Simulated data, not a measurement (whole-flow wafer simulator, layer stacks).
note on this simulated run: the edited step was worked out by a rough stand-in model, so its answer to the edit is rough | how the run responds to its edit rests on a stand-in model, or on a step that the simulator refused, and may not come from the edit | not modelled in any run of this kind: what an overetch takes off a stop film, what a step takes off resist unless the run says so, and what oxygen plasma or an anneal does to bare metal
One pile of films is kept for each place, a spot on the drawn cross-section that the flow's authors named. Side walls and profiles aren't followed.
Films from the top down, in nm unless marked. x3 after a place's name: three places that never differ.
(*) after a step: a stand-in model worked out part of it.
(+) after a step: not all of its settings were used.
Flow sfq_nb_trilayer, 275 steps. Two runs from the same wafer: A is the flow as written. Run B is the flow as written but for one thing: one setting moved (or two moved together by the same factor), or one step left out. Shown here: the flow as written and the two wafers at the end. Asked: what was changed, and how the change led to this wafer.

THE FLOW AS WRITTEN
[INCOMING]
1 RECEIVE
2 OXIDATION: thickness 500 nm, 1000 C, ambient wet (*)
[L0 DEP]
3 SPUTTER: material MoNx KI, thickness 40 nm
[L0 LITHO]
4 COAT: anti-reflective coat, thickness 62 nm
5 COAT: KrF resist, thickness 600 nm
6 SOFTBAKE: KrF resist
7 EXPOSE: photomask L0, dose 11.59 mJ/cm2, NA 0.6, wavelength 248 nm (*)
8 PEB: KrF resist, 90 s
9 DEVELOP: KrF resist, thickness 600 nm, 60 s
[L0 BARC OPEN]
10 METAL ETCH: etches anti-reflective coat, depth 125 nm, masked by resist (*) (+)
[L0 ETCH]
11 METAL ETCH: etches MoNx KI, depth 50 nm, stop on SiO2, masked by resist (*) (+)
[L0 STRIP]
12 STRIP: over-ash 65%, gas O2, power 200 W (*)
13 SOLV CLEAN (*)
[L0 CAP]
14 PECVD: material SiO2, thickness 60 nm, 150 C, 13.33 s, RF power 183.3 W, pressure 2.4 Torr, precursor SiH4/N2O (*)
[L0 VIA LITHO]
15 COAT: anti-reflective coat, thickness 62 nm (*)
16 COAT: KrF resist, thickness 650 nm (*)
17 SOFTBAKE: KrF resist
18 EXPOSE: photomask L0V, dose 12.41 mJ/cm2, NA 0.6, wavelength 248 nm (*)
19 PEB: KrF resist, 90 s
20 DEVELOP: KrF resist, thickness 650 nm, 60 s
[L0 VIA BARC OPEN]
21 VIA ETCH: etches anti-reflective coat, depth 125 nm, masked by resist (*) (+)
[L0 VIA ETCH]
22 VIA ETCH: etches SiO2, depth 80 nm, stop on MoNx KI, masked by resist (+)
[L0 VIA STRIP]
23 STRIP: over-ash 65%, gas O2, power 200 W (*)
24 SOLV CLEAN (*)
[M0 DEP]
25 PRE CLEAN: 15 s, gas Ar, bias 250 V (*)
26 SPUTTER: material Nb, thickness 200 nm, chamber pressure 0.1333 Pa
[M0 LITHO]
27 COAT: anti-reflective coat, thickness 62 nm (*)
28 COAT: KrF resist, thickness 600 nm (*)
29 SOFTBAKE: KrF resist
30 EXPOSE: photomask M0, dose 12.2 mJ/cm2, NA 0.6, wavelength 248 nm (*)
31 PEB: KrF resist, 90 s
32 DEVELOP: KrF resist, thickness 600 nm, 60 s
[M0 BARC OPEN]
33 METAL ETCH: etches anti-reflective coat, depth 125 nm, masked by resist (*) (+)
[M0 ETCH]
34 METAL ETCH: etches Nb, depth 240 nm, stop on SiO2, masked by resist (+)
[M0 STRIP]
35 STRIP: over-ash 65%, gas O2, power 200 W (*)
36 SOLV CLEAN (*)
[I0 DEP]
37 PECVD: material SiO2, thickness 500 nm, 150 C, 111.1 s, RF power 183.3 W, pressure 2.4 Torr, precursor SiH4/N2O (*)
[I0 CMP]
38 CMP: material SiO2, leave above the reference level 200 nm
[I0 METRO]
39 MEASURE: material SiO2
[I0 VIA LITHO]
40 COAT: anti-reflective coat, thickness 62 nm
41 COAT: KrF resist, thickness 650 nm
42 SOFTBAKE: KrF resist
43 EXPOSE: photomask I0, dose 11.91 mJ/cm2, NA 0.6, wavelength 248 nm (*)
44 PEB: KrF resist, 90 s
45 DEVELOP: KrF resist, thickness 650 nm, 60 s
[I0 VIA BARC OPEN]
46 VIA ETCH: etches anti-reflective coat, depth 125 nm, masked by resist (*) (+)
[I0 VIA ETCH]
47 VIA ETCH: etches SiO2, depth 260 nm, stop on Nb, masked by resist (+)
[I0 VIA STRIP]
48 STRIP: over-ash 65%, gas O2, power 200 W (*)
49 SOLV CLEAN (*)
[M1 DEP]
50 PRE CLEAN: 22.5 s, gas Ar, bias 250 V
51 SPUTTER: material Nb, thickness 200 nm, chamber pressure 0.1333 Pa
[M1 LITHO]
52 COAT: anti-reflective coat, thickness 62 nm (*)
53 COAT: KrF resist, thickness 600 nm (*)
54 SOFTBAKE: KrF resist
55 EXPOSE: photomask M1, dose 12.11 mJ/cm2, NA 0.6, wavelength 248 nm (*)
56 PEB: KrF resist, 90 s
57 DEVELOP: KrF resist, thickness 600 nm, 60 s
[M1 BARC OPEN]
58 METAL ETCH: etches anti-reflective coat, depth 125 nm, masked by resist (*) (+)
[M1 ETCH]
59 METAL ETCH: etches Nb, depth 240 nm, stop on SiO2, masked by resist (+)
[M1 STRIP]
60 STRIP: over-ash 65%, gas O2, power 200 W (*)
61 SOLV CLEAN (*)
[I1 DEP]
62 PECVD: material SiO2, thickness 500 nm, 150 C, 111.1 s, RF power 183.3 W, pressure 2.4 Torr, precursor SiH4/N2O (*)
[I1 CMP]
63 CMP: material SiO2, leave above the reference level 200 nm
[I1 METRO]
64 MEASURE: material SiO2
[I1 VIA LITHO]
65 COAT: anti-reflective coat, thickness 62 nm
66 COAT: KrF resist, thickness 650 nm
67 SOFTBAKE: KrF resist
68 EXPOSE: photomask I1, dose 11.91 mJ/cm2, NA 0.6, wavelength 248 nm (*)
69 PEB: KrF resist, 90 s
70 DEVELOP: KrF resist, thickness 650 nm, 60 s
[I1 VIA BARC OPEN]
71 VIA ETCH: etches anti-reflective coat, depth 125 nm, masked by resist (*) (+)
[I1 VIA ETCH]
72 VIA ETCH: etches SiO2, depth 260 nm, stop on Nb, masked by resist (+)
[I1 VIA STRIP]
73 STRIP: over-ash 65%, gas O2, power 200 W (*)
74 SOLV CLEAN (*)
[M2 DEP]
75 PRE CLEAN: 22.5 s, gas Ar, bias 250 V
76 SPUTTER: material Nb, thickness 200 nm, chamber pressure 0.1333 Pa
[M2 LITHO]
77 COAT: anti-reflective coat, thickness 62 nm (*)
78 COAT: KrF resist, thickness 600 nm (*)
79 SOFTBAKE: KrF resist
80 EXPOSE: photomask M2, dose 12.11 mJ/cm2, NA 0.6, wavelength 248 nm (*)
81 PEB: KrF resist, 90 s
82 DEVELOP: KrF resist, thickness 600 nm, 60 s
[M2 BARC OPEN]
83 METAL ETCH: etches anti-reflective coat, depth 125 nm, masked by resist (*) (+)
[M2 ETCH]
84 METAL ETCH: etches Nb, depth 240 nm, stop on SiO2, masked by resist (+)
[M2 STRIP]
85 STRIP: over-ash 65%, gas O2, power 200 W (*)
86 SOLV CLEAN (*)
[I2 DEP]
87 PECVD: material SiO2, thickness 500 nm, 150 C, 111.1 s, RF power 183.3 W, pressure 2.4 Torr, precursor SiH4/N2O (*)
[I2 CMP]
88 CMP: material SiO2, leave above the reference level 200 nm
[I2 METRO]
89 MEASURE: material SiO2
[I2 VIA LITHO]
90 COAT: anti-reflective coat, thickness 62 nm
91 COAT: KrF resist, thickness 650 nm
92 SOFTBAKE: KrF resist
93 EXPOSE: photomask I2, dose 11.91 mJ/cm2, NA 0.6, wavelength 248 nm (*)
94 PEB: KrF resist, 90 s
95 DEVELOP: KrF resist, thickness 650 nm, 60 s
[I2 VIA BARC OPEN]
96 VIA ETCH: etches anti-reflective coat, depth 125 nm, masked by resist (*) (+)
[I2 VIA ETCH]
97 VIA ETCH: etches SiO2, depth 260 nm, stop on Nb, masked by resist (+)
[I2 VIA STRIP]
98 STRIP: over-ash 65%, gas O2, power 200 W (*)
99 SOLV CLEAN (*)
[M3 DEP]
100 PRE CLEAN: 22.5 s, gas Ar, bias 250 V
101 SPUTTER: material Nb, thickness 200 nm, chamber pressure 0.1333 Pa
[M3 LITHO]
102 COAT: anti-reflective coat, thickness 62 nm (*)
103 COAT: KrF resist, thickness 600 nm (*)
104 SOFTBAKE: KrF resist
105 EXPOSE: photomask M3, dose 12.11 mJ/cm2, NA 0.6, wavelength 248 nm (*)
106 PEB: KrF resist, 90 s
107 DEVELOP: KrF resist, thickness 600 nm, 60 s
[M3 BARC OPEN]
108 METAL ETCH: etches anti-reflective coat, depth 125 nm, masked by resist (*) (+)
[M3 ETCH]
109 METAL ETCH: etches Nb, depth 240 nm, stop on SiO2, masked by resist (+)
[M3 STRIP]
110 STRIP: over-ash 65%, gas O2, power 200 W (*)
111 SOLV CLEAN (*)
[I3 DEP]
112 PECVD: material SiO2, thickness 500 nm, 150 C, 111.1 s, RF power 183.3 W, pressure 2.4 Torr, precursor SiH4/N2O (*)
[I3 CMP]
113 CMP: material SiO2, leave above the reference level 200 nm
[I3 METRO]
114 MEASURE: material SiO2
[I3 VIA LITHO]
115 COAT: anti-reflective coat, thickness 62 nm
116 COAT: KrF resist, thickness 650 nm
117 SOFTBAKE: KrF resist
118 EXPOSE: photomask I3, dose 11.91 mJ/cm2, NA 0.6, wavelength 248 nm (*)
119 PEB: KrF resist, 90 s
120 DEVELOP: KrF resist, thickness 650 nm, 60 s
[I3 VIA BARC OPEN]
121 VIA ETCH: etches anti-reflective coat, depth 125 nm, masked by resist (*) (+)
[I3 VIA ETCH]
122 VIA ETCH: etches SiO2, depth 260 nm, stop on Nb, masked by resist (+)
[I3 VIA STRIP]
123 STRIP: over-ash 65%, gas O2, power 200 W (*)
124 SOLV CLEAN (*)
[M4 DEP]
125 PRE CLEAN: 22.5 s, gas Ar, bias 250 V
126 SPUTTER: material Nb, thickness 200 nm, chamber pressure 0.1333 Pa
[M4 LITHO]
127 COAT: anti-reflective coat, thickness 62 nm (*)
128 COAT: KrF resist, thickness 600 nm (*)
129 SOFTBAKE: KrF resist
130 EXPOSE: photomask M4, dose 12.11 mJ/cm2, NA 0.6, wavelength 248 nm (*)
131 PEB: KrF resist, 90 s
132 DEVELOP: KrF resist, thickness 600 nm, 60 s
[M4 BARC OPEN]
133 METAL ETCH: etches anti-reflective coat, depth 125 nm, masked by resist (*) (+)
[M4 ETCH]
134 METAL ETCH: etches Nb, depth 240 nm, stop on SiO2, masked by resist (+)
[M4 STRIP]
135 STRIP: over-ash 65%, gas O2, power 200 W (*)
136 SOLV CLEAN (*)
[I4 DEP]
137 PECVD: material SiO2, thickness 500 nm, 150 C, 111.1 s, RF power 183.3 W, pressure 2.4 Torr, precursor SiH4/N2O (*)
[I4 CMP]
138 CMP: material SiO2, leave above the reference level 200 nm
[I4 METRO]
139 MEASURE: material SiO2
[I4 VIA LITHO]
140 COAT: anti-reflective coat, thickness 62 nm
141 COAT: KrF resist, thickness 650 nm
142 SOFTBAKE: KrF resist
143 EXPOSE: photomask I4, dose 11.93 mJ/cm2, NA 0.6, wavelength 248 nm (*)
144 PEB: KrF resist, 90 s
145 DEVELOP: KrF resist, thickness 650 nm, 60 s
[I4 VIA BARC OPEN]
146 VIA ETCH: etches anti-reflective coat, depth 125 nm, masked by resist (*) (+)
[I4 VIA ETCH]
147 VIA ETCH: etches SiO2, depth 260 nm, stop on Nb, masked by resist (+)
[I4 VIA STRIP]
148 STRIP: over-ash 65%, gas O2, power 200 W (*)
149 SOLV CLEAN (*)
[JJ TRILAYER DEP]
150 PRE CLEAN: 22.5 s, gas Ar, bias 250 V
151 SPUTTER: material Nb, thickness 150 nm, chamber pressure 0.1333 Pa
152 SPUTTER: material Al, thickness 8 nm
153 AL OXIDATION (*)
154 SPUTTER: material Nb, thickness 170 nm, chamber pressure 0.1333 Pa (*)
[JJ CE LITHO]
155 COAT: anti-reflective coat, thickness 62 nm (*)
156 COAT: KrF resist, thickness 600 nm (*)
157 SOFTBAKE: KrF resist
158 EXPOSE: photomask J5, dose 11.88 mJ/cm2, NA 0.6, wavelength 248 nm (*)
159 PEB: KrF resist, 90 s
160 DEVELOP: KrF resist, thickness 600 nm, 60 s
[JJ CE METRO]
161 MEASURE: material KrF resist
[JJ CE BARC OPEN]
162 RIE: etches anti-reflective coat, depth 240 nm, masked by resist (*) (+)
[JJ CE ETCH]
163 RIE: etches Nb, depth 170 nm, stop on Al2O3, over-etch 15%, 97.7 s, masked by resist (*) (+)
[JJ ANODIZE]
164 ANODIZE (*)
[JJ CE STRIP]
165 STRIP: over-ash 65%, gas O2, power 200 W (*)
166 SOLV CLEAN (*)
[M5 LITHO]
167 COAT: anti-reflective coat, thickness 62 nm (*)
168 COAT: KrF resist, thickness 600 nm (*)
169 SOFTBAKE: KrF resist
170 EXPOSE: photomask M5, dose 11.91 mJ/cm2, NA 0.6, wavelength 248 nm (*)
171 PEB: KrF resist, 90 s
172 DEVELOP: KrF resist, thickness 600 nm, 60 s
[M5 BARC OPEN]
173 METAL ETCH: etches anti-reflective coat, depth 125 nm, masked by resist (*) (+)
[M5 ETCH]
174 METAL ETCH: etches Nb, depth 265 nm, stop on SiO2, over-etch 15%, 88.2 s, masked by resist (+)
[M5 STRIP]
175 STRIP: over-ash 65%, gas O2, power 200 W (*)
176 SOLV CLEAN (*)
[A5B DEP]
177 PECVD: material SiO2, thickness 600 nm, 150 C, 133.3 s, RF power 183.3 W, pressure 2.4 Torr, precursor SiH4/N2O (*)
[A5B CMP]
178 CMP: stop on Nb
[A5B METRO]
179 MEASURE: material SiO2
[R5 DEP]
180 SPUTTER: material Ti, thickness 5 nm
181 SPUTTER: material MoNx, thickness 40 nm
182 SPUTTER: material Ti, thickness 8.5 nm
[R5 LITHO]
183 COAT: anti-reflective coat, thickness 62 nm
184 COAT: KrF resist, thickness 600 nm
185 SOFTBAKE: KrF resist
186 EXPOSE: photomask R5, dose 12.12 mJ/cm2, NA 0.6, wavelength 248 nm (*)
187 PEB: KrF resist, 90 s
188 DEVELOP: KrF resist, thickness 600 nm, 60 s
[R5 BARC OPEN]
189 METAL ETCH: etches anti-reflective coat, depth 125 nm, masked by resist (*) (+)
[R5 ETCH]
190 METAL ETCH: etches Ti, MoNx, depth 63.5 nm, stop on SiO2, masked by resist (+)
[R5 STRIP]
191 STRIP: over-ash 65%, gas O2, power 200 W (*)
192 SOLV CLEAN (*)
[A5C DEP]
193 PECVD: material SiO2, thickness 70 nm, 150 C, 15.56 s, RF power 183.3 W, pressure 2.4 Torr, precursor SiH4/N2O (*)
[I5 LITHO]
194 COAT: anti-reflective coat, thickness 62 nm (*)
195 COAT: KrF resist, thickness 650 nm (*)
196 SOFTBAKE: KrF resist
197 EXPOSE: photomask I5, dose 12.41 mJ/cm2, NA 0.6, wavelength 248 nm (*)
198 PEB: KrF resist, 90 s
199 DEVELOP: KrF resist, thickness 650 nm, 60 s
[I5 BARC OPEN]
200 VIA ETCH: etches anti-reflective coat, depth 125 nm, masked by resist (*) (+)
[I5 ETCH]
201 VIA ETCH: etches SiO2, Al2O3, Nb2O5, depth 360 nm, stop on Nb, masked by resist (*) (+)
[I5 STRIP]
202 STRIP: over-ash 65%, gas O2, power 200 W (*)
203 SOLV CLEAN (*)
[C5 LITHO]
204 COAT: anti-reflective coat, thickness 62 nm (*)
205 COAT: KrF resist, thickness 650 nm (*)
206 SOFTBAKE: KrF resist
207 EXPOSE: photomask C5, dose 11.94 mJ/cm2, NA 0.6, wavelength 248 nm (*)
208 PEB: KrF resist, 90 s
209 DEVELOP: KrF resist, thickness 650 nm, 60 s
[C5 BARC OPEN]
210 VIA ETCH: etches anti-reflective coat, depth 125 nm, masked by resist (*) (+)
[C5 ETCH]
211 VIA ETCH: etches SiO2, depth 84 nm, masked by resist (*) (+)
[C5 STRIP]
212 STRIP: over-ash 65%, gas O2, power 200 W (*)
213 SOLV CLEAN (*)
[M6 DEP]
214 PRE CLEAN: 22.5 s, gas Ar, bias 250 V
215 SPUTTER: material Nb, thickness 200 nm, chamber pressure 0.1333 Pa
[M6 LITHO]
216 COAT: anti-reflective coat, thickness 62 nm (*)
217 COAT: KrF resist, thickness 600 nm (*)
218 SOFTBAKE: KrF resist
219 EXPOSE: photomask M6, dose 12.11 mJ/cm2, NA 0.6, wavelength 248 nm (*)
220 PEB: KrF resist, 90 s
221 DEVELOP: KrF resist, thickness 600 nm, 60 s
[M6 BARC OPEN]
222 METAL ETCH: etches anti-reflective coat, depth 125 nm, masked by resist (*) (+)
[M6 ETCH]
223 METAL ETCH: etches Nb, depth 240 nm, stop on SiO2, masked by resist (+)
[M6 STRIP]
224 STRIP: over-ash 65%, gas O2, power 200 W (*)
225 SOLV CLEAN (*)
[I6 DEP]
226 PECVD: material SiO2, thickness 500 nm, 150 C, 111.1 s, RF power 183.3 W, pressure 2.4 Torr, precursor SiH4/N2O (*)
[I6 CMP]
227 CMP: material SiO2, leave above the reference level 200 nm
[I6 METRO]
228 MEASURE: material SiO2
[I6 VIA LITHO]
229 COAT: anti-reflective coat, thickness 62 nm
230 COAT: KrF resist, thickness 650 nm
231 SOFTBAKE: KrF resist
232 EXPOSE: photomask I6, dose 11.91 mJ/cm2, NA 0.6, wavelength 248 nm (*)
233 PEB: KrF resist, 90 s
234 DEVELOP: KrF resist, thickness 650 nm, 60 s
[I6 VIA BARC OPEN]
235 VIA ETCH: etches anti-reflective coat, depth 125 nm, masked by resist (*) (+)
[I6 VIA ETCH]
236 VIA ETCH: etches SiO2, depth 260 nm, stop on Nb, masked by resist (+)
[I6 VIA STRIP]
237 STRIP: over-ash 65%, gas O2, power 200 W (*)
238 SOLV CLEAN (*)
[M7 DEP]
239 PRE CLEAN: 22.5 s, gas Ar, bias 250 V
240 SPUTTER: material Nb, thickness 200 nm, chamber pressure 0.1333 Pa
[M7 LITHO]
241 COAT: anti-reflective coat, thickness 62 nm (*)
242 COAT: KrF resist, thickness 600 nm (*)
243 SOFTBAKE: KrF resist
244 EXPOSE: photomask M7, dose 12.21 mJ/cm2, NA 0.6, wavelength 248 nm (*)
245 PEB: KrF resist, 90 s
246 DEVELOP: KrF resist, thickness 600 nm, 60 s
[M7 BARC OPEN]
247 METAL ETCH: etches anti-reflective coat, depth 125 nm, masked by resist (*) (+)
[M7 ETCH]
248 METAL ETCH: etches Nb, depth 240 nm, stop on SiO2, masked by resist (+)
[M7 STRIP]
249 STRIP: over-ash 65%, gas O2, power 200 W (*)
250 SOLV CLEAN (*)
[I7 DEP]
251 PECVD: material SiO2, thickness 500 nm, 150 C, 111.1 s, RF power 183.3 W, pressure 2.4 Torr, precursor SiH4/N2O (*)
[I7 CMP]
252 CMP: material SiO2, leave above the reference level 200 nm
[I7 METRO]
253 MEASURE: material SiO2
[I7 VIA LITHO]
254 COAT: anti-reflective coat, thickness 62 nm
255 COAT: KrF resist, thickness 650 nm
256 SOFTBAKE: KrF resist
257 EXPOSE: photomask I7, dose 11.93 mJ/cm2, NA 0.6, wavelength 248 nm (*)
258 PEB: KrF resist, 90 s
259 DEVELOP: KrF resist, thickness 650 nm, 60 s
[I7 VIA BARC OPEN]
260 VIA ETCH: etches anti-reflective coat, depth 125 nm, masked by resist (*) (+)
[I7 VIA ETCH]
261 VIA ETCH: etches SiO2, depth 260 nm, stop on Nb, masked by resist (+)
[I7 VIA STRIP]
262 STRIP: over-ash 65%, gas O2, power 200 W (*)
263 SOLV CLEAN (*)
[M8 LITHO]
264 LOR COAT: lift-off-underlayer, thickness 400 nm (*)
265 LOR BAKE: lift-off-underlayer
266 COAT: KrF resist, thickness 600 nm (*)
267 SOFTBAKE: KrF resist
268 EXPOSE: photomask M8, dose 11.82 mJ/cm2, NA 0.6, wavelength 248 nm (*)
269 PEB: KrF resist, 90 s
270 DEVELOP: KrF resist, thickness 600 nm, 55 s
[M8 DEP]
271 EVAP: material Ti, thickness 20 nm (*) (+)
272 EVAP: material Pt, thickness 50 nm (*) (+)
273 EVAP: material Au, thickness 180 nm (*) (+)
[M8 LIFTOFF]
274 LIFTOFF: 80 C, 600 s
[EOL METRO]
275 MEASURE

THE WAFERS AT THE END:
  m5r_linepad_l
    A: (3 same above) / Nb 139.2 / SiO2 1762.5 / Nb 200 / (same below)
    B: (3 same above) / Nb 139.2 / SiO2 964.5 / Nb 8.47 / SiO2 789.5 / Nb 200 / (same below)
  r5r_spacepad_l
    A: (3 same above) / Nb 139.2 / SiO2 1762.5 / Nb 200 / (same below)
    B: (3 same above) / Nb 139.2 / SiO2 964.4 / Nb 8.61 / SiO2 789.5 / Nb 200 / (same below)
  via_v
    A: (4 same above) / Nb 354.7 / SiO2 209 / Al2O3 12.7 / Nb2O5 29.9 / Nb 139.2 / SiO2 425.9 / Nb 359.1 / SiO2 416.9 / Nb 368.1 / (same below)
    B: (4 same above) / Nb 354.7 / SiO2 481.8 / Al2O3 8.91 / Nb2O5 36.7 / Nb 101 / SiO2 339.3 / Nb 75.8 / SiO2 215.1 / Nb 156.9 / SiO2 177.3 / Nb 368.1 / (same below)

The cause: step 87, PECVD: thickness 212 nm was run, where the flow has thickness 500 nm; step 87, PECVD: 47.22 s was run, where the flow has 111.1 s.

How the change led to this, step by step:
  87 PECVD: material SiO2, thickness 500 nm, 150 C, 111.1 s, RF power 183.3 W, pressure 2.4 Torr, precursor SiH4/N2O (*)
      field_l, be, be_sur and 81 more: A SiO2 +500 | B SiO2 +212
      v_sur, via_wl, via_w and 18 more: A SiO2 +500 (new film) | B SiO2 +212 (new film)
      (and at 1 more place)
  88 CMP: material SiO2, leave above the reference level 200 nm
      field_l, be, be_sur and 81 more: A SiO2 -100 | B nothing
      via_v: A SiO2 -181.6 | B nothing
      (and at 21 more places)
  90 COAT: anti-reflective coat, thickness 62 nm
      c5j, p3_s3, p3_l4, p3_s4: A anti-reflective coat +62 (new film) | B anti-reflective coat +64 (new film)
      gap, jj_sur, be_r: A anti-reflective coat +62 (new film) | B anti-reflective coat +63.6 (new film)
      (and at 76 more places)
  91 COAT: KrF resist, thickness 650 nm
      be_sur, m0r_space_l, m6r_space_l, m7r_space_l: A KrF resist +650 (new film) | B KrF resist +675.6 (new film)
      m0r_line_l, m6r_line_l, m7r_line_l: A KrF resist +650 (new film) | B KrF resist +685.4 (new film)
      (and at 62 more places)
  95 DEVELOP: KrF resist, thickness 650 nm, 60 s
      via_w: A KrF resist -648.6 (all of it) | B KrF resist -582.1 (all of it)
  96 VIA ETCH: etches anti-reflective coat, depth 125 nm, masked by resist (*) (+)
      field_l, v_sur, via_wl and 102 more: A KrF resist -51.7 | B KrF resist -39.1
      via_w: A anti-reflective coat -62 (all of it), SiO2 -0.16 | B anti-reflective coat -46.9 (all of it), SiO2 -0.12
  98 STRIP: over-ash 65%, gas O2, power 200 W (*)
      lsp_l, ln_m5, lsp_m: A KrF resist -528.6 (all of it), anti-reflective coat -62 (all of it) | B KrF resist -548.1 (all of it), anti-reflective coat -63.1 (all of it)
      m0r_line_l, m6r_line_l, m7r_line_l: A KrF resist -528.6 (all of it), anti-reflective coat -62 (all of it) | B KrF resist -576.5 (all of it), anti-reflective coat -61.8 (all of it)
      (and at 99 more places)
  101 SPUTTER: material Nb, thickness 200 nm, chamber pressure 0.1333 Pa
      via_v: A Nb +200 (new film) | B Nb +156.9 (new film)
  102 COAT: anti-reflective coat, thickness 62 nm (*)
      m0r_space_l, m0r_space_r, m6r_space_l, m6r_space_r, m7r_space_l, m7r_space_r: A anti-reflective coat +62 (new film) | B anti-reflective coat +81.2 (new film)
      p3_l3, p3_s4, p3_l5, p3_l6: A anti-reflective coat +62 (new film) | B anti-reflective coat +64.1 (new film)
      (and at 72 more places)
  103 COAT: KrF resist, thickness 600 nm (*)
      m0r_line_l, m0r_line_r, m6r_line_l, m6r_line_r, m7r_line_l, m7r_line_r: A KrF resist +600 (new film) | B KrF resist +634.5 (new film)
      m0r_space_l, m0r_space_r, m6r_space_l, m6r_space_r, m7r_space_l, m7r_space_r: A KrF resist +600 (new film) | B KrF resist +625.1 (new film)
      (and at 57 more places)
  107 DEVELOP: KrF resist, thickness 600 nm, 60 s
      m0r_line_l, m0r_line_r, m6r_line_l, m6r_line_r, m7r_line_l, m7r_line_r: A KrF resist -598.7 (all of it) | B KrF resist -633.2 (all of it)
      m0r_space_l, m0r_space_r, m6r_space_l, m6r_space_r, m7r_space_l, m7r_space_r: A KrF resist -598.7 (all of it) | B KrF resist -623.8 (all of it)
      (and at 34 more places)
  108 METAL ETCH: etches anti-reflective coat, depth 125 nm, masked by resist (*) (+)
      m5r_linepad_l, m5r_linepad_r, r5r_spacepad_l, r5r_spacepad_r, m8r_pad_l, m8r_pad_r: A anti-reflective coat -62 (all of it) | B anti-reflective coat -125
      v_sur, via_wl, via_w and 28 more: A KrF resist -51.7 | B KrF resist -69.4
      (and at 49 more places)
  109 METAL ETCH: etches Nb, depth 240 nm, stop on SiO2, masked by resist (+)
      m5r_linepad_l, m5r_linepad_r: A Nb -200 (all of it) | B anti-reflective coat -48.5 (all of it), Nb -191.5
      r5r_spacepad_l, r5r_spacepad_r: A Nb -200 (all of it) | B anti-reflective coat -48.6 (all of it), Nb -191.4
      (and at 2 more places)
  110 STRIP: over-ash 65%, gas O2, power 200 W (*)
      v_sur: A KrF resist -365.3 (all of it), anti-reflective coat -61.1 (all of it) | B KrF resist -268.7 (all of it), anti-reflective coat -37.4 (all of it)
      via_wl: A KrF resist -384.2 (all of it), anti-reflective coat -34.2 (all of it) | B KrF resist -283.5 (all of it), anti-reflective coat -27.3 (all of it)
      (and at 28 more places)
  112 PECVD: material SiO2, thickness 500 nm, 150 C, 111.1 s, RF power 183.3 W, pressure 2.4 Torr, precursor SiH4/N2O (*)
      m5r_linepad_l, m5r_linepad_r, r5r_spacepad_l, r5r_spacepad_r: A SiO2 +500 | B SiO2 +500 (new film)
      via_v: A SiO2 +500 (new film) | B SiO2 +639.8 (new film)
  113 CMP: material SiO2, leave above the reference level 200 nm
      field_l, be, be_sur and 64 more: A SiO2 -100 | B nothing
      p4_g1, p4_g2, p3_s0, p3_s1, p3_s2, p3_s3, p3_s4, p3_s5: A SiO2 -157.1 | B nothing
      (and at 10 more places)
  ... 33 more steps ...
  178 CMP: stop on Nb
      via_v: A SiO2 -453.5 | B SiO2 -340.8
Counting metal films that touch as one body, m5r_linepad_l has 3 bodies (between them, from the top down: SiO2 964.5; SiO2 789.5); the flow as written gives 2 bodies (between them, from the top down: SiO2 1762.5).
Counting metal films that touch as one body, r5r_spacepad_l has 3 bodies (between them, from the top down: SiO2 964.4; SiO2 789.5); the flow as written gives 2 bodies (between them, from the top down: SiO2 1762.5).
Counting metal films that touch as one body, via_v has 7 bodies (between them, from the top down: SiO2 437.8; SiO2 481.8 / Al2O3 8.91 / Nb2O5 36.7; SiO2 339.3; SiO2 215.1; SiO2 177.3; SiO2 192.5); the flow as written gives 6 bodies (between them, from the top down: SiO2 437.8; SiO2 209 / Al2O3 12.7 / Nb2O5 29.9; SiO2 425.9; SiO2 416.9; SiO2 192.5).
